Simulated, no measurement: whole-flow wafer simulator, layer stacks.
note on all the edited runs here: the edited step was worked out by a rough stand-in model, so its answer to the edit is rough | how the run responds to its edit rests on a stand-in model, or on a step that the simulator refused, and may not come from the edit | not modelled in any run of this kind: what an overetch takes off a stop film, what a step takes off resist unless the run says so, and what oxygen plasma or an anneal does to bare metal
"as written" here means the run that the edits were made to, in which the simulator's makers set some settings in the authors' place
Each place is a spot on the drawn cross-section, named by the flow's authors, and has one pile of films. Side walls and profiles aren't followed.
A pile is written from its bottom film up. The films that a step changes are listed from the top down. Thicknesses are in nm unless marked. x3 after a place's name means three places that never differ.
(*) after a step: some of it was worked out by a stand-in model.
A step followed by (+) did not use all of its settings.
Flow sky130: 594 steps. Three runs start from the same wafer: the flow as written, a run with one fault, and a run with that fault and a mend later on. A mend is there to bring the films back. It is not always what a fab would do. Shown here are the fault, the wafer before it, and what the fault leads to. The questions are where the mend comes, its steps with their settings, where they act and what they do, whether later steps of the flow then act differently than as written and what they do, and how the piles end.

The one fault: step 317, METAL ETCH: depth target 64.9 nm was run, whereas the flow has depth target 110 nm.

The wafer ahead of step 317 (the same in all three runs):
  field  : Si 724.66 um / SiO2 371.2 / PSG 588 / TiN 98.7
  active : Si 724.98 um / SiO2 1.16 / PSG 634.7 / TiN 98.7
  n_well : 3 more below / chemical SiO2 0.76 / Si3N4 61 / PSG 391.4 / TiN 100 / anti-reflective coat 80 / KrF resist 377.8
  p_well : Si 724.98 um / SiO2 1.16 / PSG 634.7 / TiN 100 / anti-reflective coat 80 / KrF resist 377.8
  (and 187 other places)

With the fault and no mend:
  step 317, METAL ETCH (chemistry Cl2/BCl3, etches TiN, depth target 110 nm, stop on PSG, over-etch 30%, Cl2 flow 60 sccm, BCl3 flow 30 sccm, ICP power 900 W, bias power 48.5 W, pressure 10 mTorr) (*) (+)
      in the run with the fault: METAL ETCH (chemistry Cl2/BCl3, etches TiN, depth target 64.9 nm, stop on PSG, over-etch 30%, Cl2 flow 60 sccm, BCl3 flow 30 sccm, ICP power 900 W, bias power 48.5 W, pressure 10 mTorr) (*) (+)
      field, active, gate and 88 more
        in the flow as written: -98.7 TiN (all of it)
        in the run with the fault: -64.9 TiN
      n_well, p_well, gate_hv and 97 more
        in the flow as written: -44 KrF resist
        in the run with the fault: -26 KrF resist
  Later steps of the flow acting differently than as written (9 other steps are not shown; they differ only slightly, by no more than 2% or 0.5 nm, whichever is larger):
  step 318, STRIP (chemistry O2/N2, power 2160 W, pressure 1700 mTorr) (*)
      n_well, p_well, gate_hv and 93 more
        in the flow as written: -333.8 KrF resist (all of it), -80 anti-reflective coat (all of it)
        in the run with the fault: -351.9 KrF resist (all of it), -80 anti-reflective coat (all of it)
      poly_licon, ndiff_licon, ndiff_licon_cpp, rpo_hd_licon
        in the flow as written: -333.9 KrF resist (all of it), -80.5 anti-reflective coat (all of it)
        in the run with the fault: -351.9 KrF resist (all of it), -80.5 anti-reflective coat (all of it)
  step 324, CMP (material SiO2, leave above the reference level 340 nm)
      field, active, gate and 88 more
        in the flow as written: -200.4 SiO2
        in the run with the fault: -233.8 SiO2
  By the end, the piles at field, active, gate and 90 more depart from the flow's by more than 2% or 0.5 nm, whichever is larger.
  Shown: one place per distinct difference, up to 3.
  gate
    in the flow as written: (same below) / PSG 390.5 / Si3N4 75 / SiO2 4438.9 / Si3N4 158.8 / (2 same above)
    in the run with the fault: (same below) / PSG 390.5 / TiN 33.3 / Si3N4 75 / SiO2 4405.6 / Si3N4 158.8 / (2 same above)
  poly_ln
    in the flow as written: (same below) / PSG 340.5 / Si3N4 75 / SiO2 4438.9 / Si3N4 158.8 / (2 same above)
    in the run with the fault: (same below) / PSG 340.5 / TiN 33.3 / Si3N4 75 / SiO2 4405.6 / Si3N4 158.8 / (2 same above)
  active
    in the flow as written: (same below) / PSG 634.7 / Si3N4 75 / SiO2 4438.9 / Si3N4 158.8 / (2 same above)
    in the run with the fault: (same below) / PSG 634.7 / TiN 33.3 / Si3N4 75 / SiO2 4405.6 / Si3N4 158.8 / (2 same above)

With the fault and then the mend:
  After step 317 comes the mend.
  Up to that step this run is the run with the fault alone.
  step 317a, METAL ETCH (chemistry Cl2/BCl3, etches TiN, depth target 45.1 nm, stop on PSG, over-etch 30%, Cl2 flow 60 sccm, BCl3 flow 30 sccm, ICP power 900 W, bias power 48.5 W, pressure 10 mTorr) (*) (+) (a further turn of the flow's step 317, with different settings)
      n_well, p_well, gate_hv and 97 more
        -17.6 KrF resist
      field, active, gate and 88 more
        -33.8 TiN (all of it)
  Later steps of the flow that are run all act as written at every place that is followed, up to a difference of at most 2% or 0.5 nm, whichever is larger.
  By the end, the piles equal the flow's at every place that both follow.
